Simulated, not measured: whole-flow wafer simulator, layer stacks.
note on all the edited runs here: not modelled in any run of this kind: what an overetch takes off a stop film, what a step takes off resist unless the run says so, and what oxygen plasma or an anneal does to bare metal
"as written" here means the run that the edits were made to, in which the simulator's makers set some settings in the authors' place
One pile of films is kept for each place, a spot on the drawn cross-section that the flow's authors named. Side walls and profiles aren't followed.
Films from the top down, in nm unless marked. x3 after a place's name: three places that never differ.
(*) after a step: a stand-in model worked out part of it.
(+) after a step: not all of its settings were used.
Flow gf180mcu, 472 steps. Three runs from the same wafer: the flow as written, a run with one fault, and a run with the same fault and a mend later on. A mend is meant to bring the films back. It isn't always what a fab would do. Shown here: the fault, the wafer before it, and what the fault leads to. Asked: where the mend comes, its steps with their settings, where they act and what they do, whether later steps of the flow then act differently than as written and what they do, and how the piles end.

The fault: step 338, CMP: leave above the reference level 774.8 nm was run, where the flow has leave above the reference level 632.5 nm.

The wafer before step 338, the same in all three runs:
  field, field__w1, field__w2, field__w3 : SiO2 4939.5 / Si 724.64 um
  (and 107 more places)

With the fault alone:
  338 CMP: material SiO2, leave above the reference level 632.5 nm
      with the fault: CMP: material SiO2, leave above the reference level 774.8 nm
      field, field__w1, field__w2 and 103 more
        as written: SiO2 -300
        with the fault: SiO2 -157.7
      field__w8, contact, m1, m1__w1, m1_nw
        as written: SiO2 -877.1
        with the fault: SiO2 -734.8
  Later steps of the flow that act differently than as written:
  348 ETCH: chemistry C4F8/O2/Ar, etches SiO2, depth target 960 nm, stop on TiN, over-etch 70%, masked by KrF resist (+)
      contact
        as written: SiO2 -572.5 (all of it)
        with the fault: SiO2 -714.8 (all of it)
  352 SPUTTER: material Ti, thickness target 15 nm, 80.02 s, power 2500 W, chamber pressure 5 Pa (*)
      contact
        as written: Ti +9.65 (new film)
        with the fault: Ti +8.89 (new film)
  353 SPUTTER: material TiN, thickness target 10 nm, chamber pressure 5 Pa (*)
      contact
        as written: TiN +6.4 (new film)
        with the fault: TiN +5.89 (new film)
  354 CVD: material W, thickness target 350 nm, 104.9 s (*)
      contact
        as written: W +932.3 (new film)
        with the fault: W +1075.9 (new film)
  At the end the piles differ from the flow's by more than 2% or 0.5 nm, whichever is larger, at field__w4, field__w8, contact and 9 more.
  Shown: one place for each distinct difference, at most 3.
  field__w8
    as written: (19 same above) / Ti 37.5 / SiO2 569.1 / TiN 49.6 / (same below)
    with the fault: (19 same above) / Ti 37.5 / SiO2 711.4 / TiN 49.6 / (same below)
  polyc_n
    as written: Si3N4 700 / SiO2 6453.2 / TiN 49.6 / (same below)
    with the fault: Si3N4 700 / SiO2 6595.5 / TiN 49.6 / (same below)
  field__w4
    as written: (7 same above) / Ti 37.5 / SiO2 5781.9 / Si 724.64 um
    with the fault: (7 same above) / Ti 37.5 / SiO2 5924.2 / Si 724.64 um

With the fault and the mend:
  The mend comes after step 338.
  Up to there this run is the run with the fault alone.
  338a CMP: material SiO2, leave above the reference level 632.5 nm (the flow's step 338 once more)
      field, field__w1, field__w2 and 108 more
        SiO2 -142.3
  No later step of the flow acts differently than as written at any place that is followed.
  At the end the piles are the same as the flow's at every place that both follow.
